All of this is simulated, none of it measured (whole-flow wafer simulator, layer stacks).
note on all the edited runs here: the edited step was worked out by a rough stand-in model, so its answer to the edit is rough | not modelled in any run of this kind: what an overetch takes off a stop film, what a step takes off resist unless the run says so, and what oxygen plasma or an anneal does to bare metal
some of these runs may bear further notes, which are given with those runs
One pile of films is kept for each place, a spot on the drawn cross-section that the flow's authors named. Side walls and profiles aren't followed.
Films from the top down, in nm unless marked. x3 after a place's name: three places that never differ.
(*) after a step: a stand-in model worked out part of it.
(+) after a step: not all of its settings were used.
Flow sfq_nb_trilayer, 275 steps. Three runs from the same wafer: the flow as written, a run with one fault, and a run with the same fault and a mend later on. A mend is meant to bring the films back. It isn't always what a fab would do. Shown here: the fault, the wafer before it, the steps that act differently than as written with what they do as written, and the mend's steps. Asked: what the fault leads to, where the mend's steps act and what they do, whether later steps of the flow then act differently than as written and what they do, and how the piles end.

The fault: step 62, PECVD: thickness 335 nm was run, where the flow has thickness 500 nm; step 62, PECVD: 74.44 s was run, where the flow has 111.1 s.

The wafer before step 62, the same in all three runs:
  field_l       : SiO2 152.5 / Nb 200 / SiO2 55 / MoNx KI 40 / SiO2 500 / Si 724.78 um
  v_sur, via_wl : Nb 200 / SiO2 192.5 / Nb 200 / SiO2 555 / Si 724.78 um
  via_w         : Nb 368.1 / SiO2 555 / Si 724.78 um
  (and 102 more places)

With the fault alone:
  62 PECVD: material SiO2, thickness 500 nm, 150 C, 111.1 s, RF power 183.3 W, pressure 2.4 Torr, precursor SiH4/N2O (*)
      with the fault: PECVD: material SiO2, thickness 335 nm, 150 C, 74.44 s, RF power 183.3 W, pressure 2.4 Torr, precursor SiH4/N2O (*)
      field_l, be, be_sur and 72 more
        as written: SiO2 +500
        with the fault: SiO2 +335
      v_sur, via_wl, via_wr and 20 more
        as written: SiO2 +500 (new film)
        with the fault: SiO2 +335 (new film)
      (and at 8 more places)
  Later steps of the flow that act differently than as written (6 more steps differ only slightly, by at most 2% or 0.5 nm, whichever is larger, and aren't shown):
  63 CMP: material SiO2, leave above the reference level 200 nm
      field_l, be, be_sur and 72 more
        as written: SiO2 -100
        with the fault: nothing
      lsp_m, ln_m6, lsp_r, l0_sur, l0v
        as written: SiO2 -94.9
        with the fault: nothing
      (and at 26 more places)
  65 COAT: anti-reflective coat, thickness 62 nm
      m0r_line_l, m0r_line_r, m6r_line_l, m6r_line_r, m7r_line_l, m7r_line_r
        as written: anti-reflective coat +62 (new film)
        with the fault: anti-reflective coat +63.6 (new film)
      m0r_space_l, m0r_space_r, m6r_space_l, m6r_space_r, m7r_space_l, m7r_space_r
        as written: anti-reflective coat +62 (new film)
        with the fault: anti-reflective coat +71.3 (new film)
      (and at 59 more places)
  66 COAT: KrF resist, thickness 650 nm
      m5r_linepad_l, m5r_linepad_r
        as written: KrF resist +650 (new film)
        with the fault: KrF resist +636.6 (new film)
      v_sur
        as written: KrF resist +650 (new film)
        with the fault: KrF resist +623.3 (new film)
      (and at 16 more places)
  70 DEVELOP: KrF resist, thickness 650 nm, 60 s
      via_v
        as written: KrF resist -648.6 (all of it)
        with the fault: KrF resist -625.3 (all of it)
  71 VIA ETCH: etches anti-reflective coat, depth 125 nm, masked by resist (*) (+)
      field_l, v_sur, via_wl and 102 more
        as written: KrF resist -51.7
        with the fault: KrF resist -47.4
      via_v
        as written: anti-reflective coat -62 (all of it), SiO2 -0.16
        with the fault: anti-reflective coat -56.9 (all of it), SiO2 -0.14
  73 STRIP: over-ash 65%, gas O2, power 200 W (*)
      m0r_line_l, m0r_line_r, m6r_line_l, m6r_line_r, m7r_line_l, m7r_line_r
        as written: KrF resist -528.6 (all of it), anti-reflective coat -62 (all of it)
        with the fault: KrF resist -545.3 (all of it), anti-reflective coat -63.6 (all of it)
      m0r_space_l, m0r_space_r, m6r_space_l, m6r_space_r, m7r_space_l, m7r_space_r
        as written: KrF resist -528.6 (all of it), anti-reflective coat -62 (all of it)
        with the fault: KrF resist -540.1 (all of it), anti-reflective coat -71.3 (all of it)
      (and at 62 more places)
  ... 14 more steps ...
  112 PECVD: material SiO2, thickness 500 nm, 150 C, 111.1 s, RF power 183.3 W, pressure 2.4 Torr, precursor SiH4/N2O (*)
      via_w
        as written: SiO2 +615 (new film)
        with the fault: SiO2 +689.1 (new film)
  At the end the piles differ from the flow's by more than 2% or 0.5 nm, whichever is larger, at via_w.
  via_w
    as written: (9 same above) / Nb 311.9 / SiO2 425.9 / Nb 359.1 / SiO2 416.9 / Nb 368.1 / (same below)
    with the fault: (9 same above) / Nb 311.9 / SiO2 500 / Nb 345 / SiO2 357 / Nb 368.1 / (same below)

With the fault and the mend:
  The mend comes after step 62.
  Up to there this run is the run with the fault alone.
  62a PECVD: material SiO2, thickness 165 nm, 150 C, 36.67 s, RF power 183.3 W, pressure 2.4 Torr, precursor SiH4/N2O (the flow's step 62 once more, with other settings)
      field_l, v_sur, via_wl and 102 more
        SiO2 +165
      via_w
        SiO2 +154.7
  Later steps of the flow that act differently than as written:
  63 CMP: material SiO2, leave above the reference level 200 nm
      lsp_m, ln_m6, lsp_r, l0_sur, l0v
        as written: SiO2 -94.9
        with the mend: SiO2 -100
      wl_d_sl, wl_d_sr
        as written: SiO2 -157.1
        with the mend: SiO2 -100
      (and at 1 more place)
  At the end the piles are the same as the flow's at every place that both follow.
